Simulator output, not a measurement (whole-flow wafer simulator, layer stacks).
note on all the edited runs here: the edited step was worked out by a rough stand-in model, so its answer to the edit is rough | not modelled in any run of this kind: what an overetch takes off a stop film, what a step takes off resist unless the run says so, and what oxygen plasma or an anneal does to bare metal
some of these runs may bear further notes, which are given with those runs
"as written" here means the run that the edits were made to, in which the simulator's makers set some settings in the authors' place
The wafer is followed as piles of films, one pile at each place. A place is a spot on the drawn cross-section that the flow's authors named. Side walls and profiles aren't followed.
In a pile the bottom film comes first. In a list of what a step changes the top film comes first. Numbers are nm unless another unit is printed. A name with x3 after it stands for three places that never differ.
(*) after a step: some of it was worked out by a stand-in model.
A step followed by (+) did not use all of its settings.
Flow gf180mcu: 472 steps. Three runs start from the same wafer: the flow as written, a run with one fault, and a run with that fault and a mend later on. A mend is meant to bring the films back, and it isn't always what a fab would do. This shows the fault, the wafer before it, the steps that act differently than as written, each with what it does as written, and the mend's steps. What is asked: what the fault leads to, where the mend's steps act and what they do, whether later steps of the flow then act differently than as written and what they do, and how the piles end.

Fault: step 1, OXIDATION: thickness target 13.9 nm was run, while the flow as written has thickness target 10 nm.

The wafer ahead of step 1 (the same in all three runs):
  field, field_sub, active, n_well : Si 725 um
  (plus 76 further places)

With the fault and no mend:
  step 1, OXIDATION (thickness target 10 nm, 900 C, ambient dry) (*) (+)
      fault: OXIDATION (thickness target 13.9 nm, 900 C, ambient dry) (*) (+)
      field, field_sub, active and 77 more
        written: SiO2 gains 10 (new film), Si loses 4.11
        fault: SiO2 gains 13.9 (new film), Si loses 5.83
  Later steps of the flow acting differently than as written (99 other steps are not shown; they differ only slightly, by no more than 2% or 0.5 nm, whichever is larger):
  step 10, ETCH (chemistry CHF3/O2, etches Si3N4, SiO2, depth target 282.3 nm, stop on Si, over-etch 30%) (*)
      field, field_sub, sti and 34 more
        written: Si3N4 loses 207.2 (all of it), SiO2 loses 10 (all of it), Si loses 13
        fault: Si3N4 loses 207.2 (all of it), SiO2 loses 13.9 (all of it), Si loses 12.2
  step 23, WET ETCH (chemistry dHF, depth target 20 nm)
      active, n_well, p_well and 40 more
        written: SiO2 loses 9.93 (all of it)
        fault: SiO2 loses 13.8 (all of it)
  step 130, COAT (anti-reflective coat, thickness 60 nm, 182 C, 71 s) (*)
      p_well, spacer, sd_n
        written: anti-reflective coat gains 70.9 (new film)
        fault: anti-reflective coat gains 74.6 (new film)
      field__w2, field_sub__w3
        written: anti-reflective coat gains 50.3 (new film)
        fault: anti-reflective coat gains 49 (new film)
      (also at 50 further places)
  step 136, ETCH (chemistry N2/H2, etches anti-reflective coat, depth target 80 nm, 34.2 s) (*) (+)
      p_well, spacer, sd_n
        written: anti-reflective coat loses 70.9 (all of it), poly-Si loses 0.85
        fault: anti-reflective coat loses 74.6 (all of it), poly-Si loses 0.75
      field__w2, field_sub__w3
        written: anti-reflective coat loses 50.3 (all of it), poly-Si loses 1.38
        fault: anti-reflective coat loses 49 (all of it), poly-Si loses 1.41
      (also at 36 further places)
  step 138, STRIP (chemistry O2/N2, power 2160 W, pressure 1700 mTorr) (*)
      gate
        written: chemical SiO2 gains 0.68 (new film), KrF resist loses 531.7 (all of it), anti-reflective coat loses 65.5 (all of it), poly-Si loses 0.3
        fault: chemical SiO2 gains 0.68 (new film), KrF resist loses 531.8 (all of it), anti-reflective coat loses 67.2 (all of it), poly-Si loses 0.3
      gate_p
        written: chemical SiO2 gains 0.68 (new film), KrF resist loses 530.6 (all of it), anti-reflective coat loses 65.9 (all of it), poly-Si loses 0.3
        fault: chemical SiO2 gains 0.68 (new film), KrF resist loses 530.7 (all of it), anti-reflective coat loses 67.8 (all of it), poly-Si loses 0.3
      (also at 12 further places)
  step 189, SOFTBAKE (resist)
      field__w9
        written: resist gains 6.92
        fault: resist loses 3.09
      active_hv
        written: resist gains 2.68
        fault: resist loses 0.46
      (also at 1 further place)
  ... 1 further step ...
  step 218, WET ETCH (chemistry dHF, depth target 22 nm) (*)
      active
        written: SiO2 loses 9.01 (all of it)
        fault: SiO2 loses 8.4 (all of it)
  The piles end only slightly different from the flow's at the places that both follow, by no more than 2% or 0.5 nm, whichever is larger.

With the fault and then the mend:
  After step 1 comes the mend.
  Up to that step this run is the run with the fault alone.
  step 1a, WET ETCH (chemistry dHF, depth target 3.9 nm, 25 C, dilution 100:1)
      field, field_sub, active and 77 more
        SiO2 loses 3.9
  Every later step of the flow that is run acts as written at every place that is followed.
  The piles end only slightly different from the flow's at the places that both follow, by no more than 2% or 0.5 nm, whichever is larger.
